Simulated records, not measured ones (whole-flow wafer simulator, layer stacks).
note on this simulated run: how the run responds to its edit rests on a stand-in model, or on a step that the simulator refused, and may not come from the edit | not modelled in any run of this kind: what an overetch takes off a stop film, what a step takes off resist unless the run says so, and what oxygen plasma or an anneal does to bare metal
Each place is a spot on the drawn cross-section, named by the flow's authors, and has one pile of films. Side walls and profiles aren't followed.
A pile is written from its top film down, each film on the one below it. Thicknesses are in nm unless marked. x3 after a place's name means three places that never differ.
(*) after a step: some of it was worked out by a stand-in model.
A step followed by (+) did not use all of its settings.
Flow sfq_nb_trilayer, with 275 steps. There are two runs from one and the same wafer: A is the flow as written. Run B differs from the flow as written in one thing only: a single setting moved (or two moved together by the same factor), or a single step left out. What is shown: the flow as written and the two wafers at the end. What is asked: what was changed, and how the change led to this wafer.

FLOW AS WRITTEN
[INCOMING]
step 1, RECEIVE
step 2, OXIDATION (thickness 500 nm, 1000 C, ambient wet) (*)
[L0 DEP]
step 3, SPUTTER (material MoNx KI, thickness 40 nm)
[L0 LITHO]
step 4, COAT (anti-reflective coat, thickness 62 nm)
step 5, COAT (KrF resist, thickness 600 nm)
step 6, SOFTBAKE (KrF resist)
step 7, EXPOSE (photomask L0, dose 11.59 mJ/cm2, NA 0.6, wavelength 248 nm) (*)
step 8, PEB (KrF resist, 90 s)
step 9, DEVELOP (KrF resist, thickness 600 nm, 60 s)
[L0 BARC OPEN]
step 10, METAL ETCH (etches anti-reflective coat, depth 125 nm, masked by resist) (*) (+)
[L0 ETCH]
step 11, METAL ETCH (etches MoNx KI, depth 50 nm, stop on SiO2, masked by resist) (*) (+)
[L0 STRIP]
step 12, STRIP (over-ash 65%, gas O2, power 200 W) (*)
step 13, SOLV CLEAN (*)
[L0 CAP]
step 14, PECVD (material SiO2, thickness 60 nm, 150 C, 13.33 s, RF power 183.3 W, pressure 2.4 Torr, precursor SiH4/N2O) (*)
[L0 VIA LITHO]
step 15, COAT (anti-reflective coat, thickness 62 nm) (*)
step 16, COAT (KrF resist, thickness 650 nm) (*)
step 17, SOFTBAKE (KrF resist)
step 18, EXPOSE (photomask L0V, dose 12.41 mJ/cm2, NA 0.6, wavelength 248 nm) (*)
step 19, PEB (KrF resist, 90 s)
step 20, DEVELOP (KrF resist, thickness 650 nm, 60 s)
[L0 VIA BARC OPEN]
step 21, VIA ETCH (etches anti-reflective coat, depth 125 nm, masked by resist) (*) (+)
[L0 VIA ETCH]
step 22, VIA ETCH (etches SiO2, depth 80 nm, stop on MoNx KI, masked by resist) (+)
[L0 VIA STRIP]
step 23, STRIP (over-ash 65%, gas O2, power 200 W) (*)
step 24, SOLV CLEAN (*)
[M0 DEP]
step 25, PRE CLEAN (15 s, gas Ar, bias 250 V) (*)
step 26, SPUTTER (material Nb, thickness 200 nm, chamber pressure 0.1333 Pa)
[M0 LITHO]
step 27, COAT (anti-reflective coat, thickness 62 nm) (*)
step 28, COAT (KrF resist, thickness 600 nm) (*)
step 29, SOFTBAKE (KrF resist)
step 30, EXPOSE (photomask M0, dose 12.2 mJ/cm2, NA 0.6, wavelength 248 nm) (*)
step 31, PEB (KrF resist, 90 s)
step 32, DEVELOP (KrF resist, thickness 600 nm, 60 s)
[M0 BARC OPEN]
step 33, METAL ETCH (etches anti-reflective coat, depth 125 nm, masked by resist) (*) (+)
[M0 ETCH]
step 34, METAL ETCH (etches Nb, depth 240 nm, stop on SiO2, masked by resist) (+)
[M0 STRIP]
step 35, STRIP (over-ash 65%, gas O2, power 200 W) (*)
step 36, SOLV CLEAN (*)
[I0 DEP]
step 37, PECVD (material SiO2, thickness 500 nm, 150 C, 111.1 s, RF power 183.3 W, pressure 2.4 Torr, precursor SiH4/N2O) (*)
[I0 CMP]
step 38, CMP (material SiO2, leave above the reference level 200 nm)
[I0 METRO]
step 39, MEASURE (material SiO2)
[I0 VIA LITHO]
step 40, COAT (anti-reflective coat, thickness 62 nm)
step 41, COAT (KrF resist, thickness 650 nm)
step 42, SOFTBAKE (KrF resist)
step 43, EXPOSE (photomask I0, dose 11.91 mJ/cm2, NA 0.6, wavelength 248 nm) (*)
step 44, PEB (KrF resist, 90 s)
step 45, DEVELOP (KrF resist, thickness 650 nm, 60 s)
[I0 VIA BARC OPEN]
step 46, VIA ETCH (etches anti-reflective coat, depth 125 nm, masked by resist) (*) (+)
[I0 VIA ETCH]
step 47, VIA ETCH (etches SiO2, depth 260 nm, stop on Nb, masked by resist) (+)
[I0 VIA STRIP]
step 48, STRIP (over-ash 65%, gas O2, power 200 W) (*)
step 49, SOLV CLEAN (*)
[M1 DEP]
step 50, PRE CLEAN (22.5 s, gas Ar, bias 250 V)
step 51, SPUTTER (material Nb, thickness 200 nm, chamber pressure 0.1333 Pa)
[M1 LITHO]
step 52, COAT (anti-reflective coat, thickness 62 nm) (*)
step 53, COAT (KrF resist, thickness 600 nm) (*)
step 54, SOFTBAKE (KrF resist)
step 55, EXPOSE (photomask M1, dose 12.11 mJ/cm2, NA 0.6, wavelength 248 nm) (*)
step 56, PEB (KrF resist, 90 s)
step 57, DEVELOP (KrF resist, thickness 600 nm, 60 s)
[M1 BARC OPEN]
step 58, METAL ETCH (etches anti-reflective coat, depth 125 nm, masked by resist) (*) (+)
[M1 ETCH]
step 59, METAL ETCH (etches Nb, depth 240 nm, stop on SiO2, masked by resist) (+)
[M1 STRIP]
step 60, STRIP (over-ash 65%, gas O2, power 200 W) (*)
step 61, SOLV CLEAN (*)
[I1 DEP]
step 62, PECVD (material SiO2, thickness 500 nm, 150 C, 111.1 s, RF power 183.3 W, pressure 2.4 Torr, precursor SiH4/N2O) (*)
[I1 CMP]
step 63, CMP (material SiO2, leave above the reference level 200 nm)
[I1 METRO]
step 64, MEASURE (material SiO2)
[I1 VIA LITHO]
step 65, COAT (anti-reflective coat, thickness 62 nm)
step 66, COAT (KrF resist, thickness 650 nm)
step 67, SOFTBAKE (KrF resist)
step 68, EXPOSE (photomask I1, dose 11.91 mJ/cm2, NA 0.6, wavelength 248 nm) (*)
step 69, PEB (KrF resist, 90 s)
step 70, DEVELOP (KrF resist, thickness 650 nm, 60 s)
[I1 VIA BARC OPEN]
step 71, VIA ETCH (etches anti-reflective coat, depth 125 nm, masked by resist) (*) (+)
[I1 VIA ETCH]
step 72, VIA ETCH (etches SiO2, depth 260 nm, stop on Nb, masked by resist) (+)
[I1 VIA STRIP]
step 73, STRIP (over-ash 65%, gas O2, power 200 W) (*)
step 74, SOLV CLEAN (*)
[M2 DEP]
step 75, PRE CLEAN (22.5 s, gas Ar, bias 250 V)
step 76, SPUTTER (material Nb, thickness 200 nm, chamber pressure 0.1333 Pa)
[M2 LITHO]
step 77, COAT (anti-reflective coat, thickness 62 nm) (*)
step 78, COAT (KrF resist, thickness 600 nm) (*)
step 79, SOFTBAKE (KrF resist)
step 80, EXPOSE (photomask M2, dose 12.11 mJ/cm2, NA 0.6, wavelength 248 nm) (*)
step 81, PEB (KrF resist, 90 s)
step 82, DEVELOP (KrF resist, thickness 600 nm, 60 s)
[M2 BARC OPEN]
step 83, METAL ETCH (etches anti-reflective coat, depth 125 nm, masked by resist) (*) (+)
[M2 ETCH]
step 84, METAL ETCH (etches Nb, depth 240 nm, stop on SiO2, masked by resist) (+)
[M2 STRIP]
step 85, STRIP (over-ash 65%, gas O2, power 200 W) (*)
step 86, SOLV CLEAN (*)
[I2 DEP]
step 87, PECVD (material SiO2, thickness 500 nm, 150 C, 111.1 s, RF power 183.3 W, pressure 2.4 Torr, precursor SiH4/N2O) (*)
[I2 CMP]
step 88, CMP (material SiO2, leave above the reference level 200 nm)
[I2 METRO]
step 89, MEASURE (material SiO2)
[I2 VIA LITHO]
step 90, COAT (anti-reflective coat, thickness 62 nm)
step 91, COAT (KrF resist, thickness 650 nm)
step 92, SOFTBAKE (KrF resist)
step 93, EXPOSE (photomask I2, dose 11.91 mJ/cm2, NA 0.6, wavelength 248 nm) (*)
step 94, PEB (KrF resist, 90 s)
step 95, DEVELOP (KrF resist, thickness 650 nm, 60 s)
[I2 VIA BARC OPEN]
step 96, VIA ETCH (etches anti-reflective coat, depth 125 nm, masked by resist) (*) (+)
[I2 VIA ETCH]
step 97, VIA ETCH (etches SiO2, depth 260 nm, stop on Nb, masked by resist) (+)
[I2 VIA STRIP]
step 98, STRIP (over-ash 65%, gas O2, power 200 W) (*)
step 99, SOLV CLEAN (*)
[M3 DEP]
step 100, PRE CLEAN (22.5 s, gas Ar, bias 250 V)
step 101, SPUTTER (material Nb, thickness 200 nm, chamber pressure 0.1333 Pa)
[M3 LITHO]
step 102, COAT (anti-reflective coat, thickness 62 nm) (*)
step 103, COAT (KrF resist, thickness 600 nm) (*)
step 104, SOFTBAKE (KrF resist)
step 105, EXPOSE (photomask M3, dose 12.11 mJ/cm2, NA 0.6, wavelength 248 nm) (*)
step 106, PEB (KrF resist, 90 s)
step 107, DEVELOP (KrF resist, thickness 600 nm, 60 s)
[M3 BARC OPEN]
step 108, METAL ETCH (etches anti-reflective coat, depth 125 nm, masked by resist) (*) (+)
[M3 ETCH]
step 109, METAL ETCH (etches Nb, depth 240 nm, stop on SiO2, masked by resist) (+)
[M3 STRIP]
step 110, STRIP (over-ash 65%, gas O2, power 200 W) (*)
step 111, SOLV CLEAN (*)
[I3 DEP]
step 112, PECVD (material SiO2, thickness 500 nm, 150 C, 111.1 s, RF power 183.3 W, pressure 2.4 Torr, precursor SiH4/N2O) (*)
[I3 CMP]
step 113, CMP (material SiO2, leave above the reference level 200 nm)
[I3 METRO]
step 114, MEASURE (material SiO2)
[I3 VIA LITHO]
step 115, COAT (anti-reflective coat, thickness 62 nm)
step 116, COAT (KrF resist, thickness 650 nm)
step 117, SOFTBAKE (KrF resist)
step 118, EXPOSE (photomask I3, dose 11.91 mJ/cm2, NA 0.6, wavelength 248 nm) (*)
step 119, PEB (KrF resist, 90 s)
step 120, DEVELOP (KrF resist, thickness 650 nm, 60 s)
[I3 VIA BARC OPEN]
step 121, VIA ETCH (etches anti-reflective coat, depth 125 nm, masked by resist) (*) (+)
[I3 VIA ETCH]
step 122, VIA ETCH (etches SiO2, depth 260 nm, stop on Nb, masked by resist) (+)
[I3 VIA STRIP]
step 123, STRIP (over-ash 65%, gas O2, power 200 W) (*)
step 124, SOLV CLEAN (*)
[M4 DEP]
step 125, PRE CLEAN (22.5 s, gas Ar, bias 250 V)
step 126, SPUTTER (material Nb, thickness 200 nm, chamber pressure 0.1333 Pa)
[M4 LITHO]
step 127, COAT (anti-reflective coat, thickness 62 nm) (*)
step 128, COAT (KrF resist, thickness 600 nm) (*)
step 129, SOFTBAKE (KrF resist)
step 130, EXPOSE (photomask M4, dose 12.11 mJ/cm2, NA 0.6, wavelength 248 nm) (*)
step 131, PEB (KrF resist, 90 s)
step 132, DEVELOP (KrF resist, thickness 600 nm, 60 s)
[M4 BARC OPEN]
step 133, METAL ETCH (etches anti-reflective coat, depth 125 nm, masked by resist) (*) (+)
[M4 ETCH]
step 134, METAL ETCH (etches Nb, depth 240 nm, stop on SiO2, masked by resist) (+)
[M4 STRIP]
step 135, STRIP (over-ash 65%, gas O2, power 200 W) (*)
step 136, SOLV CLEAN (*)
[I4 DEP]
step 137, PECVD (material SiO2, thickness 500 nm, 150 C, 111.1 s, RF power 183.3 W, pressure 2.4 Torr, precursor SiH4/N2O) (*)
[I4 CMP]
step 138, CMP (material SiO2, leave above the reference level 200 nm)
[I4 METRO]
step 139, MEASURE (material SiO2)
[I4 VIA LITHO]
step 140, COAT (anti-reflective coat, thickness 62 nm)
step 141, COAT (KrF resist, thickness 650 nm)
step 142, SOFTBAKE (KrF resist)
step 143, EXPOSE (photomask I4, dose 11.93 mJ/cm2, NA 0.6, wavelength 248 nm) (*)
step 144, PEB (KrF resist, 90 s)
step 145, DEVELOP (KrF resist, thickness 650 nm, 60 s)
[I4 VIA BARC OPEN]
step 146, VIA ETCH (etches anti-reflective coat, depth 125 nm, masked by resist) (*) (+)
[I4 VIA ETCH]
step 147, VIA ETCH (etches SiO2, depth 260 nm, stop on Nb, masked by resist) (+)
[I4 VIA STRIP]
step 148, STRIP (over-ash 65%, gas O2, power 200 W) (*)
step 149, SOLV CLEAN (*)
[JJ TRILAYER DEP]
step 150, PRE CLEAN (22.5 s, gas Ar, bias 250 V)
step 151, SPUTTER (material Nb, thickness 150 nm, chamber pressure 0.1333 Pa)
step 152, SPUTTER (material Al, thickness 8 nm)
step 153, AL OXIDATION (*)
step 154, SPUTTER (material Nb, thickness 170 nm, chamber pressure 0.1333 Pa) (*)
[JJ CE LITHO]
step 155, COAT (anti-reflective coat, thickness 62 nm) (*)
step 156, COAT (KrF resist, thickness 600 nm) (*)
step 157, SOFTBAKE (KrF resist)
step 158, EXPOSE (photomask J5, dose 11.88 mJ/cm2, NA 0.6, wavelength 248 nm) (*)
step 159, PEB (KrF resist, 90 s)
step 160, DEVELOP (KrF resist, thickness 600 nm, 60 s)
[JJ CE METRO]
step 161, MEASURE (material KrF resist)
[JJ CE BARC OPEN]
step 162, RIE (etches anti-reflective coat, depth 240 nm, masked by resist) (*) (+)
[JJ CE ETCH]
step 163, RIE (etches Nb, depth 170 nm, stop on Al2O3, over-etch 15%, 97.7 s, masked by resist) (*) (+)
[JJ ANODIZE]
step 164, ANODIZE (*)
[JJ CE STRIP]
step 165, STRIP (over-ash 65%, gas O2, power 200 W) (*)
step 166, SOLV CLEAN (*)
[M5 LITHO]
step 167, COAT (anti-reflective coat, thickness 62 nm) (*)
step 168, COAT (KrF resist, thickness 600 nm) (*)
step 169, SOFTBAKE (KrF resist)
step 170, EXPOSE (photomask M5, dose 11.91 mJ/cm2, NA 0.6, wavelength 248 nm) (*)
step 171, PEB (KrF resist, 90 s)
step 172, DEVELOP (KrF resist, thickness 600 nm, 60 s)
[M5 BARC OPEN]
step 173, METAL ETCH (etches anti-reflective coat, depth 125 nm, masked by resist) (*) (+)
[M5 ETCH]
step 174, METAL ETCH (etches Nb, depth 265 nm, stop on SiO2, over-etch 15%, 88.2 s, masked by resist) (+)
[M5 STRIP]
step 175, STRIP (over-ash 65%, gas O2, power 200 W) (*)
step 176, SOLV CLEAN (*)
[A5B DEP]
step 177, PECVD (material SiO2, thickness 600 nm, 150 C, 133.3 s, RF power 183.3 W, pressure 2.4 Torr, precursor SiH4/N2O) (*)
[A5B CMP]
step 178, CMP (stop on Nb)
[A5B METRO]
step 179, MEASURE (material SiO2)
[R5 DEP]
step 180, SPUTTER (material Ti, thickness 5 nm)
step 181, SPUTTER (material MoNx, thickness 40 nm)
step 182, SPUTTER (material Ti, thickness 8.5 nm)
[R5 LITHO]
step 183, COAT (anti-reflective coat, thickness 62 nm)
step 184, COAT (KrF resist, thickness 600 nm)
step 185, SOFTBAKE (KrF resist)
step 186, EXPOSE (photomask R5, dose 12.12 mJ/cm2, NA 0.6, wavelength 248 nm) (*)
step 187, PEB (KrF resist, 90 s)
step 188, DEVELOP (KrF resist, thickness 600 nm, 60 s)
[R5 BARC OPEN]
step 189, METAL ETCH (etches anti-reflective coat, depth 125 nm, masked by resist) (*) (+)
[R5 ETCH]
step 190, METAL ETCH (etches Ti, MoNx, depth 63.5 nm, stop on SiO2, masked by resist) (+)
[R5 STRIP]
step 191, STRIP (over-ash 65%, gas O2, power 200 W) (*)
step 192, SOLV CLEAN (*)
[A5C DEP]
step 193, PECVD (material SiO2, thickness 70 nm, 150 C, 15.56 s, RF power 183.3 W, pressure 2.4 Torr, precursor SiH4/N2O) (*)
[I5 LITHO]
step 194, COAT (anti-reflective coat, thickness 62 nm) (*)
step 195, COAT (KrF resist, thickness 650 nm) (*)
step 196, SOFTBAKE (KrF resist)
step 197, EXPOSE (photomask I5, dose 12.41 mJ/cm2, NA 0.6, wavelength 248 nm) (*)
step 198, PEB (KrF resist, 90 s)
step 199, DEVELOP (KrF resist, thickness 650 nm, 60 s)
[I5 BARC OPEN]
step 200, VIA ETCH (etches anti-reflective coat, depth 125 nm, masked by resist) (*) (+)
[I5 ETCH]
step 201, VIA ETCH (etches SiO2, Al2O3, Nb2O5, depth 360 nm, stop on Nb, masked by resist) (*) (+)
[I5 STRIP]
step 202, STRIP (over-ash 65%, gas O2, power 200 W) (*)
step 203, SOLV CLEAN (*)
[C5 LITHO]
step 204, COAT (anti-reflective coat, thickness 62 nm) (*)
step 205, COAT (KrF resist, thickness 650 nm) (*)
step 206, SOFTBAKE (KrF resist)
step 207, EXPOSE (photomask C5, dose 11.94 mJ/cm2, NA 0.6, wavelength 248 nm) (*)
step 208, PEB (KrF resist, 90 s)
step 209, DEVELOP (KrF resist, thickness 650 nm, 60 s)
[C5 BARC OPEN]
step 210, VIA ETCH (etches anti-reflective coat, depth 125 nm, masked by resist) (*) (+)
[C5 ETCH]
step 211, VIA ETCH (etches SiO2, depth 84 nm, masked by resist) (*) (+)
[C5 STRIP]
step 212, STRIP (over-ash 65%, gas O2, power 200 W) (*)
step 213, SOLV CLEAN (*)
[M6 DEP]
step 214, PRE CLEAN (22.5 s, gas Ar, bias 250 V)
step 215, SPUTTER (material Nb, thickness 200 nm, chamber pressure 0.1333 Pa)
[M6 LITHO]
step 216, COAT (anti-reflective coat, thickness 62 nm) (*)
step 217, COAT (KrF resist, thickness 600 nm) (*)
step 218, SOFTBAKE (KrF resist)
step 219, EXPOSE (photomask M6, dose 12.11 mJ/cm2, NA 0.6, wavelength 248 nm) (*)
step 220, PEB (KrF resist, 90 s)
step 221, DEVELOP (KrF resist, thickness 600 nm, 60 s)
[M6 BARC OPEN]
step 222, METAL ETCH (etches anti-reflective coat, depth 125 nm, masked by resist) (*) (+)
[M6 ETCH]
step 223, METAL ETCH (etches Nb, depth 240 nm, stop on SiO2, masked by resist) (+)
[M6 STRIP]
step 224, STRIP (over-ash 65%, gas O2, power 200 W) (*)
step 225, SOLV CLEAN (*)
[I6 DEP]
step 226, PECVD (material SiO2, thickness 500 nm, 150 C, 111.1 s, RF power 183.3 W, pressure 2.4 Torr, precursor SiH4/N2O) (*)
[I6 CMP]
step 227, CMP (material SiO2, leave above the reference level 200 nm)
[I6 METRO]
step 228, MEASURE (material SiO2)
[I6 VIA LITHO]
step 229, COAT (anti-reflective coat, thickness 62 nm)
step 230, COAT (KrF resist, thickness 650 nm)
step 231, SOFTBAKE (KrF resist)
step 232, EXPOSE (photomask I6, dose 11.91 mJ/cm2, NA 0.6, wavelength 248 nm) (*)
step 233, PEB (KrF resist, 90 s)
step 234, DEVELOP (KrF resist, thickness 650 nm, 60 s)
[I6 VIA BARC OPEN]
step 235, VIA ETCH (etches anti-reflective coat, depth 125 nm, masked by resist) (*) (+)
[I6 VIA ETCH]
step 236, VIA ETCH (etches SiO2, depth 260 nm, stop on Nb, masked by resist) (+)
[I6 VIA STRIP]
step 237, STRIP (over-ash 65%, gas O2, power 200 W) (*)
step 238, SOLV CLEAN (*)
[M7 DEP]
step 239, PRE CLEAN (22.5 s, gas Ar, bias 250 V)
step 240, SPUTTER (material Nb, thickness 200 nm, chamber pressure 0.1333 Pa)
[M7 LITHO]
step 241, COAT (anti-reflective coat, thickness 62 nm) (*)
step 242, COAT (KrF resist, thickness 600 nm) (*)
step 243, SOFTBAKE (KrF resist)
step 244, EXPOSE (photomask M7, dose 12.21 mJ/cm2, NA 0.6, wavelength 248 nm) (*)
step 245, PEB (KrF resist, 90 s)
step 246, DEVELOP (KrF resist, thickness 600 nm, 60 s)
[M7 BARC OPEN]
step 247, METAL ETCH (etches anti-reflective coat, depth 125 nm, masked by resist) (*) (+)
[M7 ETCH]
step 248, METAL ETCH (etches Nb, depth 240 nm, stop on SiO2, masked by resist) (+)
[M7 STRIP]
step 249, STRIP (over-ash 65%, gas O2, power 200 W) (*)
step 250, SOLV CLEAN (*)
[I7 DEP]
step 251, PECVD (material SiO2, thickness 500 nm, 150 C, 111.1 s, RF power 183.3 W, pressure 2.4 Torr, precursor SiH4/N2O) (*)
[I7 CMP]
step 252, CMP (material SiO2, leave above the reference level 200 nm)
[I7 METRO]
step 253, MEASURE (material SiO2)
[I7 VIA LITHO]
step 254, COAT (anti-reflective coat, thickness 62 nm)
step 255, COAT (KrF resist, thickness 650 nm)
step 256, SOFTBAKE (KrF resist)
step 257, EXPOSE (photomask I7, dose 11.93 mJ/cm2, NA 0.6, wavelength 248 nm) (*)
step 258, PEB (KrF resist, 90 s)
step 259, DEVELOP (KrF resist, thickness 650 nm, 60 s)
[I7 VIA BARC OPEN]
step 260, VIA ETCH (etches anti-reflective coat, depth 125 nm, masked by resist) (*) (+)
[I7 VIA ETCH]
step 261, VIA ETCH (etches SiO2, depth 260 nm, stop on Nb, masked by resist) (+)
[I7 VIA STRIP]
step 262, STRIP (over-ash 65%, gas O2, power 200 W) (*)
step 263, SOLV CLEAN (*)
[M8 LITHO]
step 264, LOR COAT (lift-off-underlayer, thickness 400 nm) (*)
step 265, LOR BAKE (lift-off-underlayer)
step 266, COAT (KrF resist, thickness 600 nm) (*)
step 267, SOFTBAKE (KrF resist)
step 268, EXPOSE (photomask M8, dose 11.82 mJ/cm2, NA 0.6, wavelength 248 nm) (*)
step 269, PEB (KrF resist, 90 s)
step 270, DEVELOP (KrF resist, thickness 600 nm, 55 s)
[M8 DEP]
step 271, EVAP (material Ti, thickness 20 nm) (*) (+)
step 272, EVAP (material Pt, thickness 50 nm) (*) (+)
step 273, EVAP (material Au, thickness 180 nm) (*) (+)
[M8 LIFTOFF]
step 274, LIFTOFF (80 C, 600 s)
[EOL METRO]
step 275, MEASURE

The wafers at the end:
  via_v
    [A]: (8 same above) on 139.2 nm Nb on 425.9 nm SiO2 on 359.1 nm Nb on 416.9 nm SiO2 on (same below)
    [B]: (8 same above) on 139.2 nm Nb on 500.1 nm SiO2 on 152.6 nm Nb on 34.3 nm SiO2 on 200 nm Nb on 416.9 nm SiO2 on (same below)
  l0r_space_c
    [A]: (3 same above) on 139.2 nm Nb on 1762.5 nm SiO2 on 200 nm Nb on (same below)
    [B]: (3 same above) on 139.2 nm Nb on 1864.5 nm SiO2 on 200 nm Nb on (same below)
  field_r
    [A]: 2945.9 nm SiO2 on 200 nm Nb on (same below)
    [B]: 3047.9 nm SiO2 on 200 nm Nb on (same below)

Cause: step 113, CMP: leave above the reference level 302 nm was run, whereas the flow has leave above the reference level 200 nm.

How this came from the change, step by step:
  step 113, CMP (material SiO2, leave above the reference level 200 nm)
      field_l, be, be_sur and 64 more: A -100 SiO2 | B nothing
      v_sur, via_wl, via_wr and 27 more: A -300 SiO2 | B -198 SiO2
      (and at 9 other places as well)
  step 122, VIA ETCH (etches SiO2, depth 260 nm, stop on Nb, masked by resist) (+)
      via_v: A -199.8 SiO2 (all of it) | B -260 SiO2
  step 125, PRE CLEAN (22.5 s, gas Ar, bias 250 V)
      via_v: A -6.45 Nb | B -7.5 SiO2
  step 126, SPUTTER (material Nb, thickness 200 nm, chamber pressure 0.1333 Pa)
      via_v: A +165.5 Nb | B +152.6 Nb (new film)
  step 127, COAT (anti-reflective coat, thickness 62 nm) (*)
      via_sp: A +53 anti-reflective coat (new film) | B +49.9 anti-reflective coat (new film)
      via_v: A +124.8 anti-reflective coat (new film) | B +128.3 anti-reflective coat (new film)
      (and at 1 other place as well)
  step 128, COAT (KrF resist, thickness 600 nm) (*)
      via_v: A +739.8 KrF resist (new film) | B +797 KrF resist (new film)
  step 135, STRIP (over-ash 65%, gas O2, power 200 W) (*)
      via_sp: A -373.9 KrF resist (all of it), -53 anti-reflective coat (all of it) | B -369.2 KrF resist (all of it), -49.9 anti-reflective coat (all of it)
      via_v: A -521.8 KrF resist (all of it), -124.8 anti-reflective coat (all of it) | B -578.8 KrF resist (all of it), -128.3 anti-reflective coat (all of it)
      (and at 1 other place as well)
  step 137, PECVD (material SiO2, thickness 500 nm, 150 C, 111.1 s, RF power 183.3 W, pressure 2.4 Torr, precursor SiH4/N2O) (*)
      via_v: A +615 SiO2 (new film) | B +664.6 SiO2 (new film)
  step 138, CMP (material SiO2, leave above the reference level 200 nm)
      lsp_r, l0_sur, l0v: A -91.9 SiO2 | B -89.9 SiO2
      via_v: A -181.6 SiO2 | B -157.1 SiO2
If metal films that touch count as one body, via_v has 7 bodies (between them, from the top down: SiO2 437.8; SiO2 209 / Al2O3 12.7 / Nb2O5 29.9; SiO2 500.1; SiO2 34.3; SiO2 416.9; SiO2 192.5); the flow as written gives 6 bodies (between them, from the top down: SiO2 437.8; SiO2 209 / Al2O3 12.7 / Nb2O5 29.9; SiO2 425.9; SiO2 416.9; SiO2 192.5).
